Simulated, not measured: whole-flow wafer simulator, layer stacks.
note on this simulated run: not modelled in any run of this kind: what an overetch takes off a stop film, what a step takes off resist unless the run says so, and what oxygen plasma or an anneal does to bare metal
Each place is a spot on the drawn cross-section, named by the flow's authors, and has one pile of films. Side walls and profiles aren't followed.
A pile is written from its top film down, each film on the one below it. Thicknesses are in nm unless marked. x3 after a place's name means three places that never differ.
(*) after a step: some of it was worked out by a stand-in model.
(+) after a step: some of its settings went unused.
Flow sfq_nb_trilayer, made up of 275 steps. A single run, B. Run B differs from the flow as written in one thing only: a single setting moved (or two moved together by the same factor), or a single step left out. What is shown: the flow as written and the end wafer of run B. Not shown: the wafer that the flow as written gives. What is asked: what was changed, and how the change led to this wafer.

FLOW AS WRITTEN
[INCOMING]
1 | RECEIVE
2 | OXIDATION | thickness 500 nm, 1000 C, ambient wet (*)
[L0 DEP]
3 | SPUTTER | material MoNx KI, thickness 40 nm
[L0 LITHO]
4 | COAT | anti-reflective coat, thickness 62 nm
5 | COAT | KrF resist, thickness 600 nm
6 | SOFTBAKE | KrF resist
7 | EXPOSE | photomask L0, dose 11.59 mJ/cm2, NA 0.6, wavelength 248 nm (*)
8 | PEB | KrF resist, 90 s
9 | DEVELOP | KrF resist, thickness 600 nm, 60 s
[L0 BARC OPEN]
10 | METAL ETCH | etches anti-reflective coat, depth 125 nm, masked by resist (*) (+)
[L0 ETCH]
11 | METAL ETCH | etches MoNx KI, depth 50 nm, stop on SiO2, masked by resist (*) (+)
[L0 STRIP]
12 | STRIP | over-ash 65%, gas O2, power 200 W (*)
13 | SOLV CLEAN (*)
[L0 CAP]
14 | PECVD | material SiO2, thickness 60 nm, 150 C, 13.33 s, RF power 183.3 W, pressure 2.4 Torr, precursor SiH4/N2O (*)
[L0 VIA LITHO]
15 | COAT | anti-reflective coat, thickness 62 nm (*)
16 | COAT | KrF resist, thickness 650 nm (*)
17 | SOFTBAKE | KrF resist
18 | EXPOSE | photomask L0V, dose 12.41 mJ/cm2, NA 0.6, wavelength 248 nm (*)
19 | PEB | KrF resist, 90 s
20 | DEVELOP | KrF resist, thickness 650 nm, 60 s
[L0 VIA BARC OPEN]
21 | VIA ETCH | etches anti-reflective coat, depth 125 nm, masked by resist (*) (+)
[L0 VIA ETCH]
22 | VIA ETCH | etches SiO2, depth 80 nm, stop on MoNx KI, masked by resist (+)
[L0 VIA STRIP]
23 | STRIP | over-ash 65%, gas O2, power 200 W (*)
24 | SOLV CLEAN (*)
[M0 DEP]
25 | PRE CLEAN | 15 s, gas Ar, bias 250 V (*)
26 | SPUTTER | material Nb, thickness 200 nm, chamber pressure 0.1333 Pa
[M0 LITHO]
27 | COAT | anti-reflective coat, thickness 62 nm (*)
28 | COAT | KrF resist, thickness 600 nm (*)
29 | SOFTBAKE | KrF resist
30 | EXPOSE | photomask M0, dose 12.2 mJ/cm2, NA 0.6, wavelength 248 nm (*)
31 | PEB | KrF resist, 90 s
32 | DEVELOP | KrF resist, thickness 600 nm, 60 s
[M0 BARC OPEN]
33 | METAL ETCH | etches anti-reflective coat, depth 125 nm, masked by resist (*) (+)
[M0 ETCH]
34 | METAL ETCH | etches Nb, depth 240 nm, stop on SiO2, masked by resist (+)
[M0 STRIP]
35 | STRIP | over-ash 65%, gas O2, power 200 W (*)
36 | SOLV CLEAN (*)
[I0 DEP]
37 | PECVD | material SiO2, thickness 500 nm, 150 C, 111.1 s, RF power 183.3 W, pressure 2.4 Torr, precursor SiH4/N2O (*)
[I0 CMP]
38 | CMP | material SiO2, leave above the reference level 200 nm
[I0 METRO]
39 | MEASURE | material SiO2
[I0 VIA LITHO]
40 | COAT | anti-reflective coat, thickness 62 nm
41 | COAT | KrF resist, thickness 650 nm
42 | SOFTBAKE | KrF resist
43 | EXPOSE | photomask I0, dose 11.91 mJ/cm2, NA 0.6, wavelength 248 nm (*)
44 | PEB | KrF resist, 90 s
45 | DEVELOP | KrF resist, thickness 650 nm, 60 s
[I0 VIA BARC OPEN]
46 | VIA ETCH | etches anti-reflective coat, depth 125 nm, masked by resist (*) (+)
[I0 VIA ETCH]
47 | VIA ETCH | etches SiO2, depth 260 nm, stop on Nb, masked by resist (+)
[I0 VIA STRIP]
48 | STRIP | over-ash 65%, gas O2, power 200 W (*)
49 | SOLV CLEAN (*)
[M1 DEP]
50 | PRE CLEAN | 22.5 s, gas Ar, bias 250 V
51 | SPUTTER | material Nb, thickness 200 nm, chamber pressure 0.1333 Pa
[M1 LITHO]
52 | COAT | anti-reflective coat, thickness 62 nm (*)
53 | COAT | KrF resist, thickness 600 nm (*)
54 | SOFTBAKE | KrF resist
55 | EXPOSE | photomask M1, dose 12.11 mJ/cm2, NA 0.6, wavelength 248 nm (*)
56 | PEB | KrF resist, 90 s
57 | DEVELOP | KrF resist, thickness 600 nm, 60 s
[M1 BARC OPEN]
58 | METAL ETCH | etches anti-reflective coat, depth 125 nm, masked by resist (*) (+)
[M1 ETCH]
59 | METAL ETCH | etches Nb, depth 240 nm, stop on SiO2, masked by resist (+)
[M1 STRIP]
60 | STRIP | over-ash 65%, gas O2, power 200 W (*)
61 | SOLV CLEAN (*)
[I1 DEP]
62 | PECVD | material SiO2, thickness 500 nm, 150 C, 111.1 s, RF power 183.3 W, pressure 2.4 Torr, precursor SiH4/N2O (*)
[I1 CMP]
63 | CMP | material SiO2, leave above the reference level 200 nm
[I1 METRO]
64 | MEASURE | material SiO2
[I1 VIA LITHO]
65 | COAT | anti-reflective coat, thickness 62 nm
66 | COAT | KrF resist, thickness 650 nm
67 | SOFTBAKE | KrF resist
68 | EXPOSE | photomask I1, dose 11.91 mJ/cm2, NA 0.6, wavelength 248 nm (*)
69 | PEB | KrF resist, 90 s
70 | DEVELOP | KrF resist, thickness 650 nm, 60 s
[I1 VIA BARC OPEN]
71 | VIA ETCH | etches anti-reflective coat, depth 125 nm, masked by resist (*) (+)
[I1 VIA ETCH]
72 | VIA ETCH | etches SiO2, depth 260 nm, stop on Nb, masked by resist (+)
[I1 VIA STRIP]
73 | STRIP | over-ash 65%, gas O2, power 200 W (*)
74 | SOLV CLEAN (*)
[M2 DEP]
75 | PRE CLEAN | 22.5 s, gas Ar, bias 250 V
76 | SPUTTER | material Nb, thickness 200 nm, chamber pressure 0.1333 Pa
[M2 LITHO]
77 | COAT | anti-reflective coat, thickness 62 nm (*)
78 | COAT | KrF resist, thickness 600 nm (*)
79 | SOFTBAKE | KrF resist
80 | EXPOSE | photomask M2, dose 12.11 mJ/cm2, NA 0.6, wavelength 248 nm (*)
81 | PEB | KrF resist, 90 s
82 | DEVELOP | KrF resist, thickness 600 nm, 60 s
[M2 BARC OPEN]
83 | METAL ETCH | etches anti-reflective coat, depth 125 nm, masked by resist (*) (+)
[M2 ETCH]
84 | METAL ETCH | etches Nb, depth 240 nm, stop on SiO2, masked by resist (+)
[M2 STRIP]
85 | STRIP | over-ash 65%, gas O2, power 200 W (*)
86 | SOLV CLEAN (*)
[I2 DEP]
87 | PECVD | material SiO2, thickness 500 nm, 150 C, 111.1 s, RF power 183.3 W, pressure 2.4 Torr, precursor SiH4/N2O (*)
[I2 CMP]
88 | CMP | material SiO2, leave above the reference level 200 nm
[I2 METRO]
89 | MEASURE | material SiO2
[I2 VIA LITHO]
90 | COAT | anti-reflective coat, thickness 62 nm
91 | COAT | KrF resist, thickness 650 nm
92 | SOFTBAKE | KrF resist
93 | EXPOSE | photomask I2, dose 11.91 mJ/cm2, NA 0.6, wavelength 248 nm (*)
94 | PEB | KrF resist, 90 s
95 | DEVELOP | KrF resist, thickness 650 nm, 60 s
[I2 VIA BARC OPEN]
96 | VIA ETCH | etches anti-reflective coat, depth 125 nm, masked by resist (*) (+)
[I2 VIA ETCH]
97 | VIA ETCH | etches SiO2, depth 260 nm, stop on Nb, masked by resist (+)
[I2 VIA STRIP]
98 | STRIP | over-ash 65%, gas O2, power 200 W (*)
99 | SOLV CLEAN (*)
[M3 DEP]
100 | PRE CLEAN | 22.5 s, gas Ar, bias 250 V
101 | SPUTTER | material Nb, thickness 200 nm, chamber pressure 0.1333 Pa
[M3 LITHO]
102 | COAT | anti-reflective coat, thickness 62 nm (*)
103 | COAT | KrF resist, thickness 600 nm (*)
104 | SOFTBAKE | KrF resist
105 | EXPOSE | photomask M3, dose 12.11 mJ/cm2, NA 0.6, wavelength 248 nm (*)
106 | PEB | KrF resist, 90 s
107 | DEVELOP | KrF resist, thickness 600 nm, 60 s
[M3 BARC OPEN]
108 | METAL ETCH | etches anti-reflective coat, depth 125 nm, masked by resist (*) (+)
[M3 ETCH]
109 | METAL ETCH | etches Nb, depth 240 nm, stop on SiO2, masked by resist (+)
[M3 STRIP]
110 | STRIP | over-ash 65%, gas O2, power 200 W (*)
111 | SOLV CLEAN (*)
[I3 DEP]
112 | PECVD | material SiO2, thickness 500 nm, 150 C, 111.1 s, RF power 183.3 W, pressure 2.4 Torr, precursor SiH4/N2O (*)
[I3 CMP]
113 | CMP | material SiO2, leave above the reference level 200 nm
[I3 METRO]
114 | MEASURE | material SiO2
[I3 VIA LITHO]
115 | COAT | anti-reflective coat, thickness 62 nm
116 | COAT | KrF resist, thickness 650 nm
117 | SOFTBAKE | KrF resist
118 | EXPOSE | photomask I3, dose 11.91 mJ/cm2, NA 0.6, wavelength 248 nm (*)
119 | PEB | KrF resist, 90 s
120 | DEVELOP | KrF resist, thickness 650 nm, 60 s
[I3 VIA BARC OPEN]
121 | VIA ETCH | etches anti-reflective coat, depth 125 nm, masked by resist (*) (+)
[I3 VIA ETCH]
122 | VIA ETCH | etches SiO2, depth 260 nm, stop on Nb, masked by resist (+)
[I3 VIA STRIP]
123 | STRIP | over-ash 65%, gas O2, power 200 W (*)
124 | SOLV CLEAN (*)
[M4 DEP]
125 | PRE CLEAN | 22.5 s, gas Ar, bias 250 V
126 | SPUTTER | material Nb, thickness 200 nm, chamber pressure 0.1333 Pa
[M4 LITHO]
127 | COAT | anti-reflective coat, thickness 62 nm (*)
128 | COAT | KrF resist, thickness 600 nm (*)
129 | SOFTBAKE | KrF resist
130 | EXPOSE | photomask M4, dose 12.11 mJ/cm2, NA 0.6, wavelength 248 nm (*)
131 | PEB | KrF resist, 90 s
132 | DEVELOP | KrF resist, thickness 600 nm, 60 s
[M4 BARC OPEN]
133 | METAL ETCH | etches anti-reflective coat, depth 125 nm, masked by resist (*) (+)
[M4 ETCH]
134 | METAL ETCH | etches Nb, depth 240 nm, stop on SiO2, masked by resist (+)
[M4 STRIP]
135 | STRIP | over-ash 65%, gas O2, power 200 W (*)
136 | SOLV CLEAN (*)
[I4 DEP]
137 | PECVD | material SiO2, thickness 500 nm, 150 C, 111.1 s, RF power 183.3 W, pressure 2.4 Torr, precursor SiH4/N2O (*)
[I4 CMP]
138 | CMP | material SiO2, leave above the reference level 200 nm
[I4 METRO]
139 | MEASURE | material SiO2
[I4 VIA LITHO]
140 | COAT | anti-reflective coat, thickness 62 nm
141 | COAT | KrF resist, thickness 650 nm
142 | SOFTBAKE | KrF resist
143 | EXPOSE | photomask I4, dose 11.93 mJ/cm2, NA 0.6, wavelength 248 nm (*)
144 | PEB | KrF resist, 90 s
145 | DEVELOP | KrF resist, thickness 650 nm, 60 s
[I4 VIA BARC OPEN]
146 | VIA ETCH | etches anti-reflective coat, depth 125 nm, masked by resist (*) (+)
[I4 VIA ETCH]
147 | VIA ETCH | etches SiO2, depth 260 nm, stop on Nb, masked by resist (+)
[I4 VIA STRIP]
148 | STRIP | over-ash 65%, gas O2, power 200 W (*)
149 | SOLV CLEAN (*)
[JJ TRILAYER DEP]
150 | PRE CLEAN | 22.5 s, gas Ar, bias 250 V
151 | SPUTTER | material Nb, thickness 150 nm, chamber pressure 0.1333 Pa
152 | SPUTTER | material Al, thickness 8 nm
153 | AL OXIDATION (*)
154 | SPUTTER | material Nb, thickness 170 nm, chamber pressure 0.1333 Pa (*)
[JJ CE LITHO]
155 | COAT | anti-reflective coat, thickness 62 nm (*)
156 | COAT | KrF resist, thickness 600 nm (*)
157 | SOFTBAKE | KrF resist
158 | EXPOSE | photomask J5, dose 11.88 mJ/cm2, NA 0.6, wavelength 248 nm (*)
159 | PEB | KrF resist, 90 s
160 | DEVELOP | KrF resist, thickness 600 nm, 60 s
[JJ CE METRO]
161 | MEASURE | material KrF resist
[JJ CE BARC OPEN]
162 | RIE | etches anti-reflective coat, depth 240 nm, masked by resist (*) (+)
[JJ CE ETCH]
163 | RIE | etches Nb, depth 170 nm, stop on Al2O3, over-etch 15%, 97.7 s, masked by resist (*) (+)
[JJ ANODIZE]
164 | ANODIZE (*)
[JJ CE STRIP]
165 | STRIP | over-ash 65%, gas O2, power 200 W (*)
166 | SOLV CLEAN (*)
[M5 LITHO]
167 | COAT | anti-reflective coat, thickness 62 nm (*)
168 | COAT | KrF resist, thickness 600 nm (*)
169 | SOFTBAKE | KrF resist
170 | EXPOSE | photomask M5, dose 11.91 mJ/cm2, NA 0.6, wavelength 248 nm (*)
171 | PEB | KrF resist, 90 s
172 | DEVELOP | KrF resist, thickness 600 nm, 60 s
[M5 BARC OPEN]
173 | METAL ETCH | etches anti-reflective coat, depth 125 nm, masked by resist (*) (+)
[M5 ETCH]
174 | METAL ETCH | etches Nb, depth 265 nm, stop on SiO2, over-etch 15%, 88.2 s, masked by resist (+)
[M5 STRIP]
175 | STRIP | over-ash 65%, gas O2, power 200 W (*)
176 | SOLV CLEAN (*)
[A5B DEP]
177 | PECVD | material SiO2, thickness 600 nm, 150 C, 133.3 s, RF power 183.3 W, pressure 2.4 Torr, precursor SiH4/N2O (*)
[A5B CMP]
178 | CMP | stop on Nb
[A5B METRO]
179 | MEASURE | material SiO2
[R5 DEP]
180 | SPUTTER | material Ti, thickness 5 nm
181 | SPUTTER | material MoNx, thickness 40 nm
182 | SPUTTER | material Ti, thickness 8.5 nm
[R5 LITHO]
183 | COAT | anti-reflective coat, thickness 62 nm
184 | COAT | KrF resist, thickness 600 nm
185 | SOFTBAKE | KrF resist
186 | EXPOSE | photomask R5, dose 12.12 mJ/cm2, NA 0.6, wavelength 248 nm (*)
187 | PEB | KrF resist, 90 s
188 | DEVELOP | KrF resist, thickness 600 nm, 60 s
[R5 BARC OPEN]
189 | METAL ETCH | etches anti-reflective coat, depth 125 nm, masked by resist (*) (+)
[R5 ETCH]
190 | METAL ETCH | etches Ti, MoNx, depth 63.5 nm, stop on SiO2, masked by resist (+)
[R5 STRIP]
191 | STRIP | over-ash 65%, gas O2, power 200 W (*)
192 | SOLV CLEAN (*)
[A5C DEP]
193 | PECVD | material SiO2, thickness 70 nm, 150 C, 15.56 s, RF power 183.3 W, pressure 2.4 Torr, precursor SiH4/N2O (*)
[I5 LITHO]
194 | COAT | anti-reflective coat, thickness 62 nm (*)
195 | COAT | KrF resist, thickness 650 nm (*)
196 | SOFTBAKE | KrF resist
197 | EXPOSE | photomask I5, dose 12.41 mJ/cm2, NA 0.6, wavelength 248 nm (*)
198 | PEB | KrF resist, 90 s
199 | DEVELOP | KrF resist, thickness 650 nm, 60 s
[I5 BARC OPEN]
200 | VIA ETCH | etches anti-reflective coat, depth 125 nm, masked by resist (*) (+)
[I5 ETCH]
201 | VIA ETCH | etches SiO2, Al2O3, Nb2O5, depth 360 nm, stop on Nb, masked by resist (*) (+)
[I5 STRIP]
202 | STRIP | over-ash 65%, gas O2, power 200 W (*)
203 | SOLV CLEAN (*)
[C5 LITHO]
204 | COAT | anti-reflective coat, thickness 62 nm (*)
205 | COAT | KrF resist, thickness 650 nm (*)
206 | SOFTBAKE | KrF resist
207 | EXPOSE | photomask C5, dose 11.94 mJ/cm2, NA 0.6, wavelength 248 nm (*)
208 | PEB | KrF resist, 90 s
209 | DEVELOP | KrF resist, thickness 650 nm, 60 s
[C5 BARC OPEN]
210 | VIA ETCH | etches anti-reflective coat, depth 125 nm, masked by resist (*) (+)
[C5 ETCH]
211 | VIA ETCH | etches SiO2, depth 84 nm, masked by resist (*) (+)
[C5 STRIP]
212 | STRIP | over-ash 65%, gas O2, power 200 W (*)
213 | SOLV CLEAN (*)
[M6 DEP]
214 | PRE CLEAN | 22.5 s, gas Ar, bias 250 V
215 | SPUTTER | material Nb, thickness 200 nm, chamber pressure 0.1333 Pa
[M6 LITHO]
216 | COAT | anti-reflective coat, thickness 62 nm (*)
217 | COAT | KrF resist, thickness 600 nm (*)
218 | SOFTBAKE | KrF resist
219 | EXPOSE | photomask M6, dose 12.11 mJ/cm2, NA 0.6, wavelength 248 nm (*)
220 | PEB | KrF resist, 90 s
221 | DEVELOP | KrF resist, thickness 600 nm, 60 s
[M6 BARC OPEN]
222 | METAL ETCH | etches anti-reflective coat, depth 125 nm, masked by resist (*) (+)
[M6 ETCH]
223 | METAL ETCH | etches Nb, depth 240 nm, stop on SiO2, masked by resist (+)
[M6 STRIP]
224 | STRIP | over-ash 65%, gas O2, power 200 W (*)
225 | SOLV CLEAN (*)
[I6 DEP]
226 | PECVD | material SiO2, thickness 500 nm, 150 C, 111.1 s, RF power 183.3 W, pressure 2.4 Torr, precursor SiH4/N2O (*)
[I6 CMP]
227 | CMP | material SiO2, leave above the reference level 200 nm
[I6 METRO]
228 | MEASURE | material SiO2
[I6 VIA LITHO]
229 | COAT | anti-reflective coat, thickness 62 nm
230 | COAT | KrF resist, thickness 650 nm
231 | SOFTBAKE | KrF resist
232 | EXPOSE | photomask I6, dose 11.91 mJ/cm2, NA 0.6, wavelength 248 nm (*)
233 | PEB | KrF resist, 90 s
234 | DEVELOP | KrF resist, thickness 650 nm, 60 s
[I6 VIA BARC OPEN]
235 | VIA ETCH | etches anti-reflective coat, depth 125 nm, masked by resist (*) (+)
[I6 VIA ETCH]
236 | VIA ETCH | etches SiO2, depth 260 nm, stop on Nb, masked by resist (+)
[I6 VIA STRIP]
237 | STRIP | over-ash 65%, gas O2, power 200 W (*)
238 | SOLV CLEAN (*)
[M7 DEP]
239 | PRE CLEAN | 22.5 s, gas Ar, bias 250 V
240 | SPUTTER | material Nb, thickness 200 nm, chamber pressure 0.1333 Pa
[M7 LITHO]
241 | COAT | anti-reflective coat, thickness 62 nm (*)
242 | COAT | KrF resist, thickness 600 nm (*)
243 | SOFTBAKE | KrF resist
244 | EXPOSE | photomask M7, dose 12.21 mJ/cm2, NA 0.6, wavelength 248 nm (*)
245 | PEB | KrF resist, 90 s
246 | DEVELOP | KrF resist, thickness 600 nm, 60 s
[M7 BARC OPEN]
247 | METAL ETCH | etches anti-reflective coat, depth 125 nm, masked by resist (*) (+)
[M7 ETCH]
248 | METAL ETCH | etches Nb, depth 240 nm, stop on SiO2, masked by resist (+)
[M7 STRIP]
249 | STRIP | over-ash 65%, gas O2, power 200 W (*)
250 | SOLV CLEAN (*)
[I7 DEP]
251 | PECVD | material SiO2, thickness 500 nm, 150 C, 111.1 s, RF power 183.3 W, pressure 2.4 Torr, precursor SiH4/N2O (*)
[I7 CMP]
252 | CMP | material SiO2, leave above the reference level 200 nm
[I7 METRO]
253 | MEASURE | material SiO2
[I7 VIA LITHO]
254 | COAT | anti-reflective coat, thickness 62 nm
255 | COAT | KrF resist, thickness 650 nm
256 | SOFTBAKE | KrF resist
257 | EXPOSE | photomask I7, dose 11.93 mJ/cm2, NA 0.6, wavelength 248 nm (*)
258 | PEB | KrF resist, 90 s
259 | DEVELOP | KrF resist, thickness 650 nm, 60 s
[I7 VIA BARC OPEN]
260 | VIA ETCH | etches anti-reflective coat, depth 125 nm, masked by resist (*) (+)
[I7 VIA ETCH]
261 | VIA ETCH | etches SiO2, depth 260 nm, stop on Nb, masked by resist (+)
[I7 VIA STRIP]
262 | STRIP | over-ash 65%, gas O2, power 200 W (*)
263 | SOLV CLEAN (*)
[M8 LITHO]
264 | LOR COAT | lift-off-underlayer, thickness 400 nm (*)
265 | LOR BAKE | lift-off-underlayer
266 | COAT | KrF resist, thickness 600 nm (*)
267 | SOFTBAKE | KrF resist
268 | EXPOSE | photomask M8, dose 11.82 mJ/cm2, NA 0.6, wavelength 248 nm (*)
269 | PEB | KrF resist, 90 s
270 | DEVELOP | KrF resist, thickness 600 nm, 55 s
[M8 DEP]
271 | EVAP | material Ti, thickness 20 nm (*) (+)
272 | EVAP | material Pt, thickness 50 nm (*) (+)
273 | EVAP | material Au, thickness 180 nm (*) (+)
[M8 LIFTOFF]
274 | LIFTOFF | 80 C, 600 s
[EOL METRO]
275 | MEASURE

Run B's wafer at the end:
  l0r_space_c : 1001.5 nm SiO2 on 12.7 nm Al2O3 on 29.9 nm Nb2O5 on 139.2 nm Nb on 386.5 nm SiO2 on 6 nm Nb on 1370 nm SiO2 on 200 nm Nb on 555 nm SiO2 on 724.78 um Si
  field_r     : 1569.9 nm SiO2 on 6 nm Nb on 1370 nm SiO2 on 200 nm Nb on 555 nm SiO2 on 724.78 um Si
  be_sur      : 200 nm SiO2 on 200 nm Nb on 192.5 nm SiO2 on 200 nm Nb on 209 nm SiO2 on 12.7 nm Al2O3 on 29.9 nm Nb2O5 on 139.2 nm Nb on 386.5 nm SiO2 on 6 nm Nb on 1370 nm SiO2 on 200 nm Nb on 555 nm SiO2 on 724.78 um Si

Cause: step 134, METAL ETCH: depth 194 nm was run, though the flow has depth 240 nm.

The path from the change to this, step by step:
  134 | METAL ETCH | etches Nb, depth 240 nm, stop on SiO2, masked by resist (+)
      field_l, be, be_sur and 64 more: -194 Nb (in the flow as written it would be: -200 Nb (all of it))
      v_sur, via_wl, via_w and 36 more: -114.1 KrF resist (in the flow as written it would be: -141.2 KrF resist)
  135 | STRIP | over-ash 65%, gas O2, power 200 W (*)
      p4_fl, p4_fm, p4_w1 and 26 more: -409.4 KrF resist (all of it), -62 anti-reflective coat (all of it) (in the flow as written it would be: -382.4 KrF resist (all of it), -62 anti-reflective coat (all of it))
      ln_m5, lsp_m, ln_m6: -409 KrF resist (all of it), -61.8 anti-reflective coat (all of it) (in the flow as written it would be: -381.9 KrF resist (all of it), -61.8 anti-reflective coat (all of it))
      (also at 7 further places)
  137 | PECVD | material SiO2, thickness 500 nm, 150 C, 111.1 s, RF power 183.3 W, pressure 2.4 Torr, precursor SiH4/N2O (*)
      field_l, be, be_sur and 55 more: +500 SiO2 (new film) (in the flow as written it would be: +500 SiO2)
      p3_s0, p3_s1, p3_s2, p3_s3, p3_s4, p3_s5: +551.1 SiO2 (new film) (in the flow as written it would be: +557.1 SiO2)
      (also at 3 further places)
  138 | CMP | material SiO2, leave above the reference level 200 nm
      field_l, be, be_sur and 55 more: -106 SiO2 (in the flow as written it would be: -100 SiO2)
      lsp_r, l0_sur, l0v: -98.2 SiO2 (in the flow as written it would be: -91.9 SiO2)
With metal films that touch counted as one body, l0r_space_c has 3 bodies (between them, from the top down: SiO2 386.5; SiO2 1370); the flow as written gives 2 bodies (between them, from the top down: SiO2 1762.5).
With metal films that touch counted as one body, field_r has 2 bodies (between them, from the top down: SiO2 1370); the flow as written gives 1 body.
With metal films that touch counted as one body, be_sur has 5 bodies (between them, from the top down: SiO2 192.5; SiO2 209 / Al2O3 12.7 / Nb2O5 29.9; SiO2 386.5; SiO2 1370); the flow as written gives 4 bodies (between them, from the top down: SiO2 192.5; SiO2 209 / Al2O3 12.7 / Nb2O5 29.9; SiO2 1762.5).
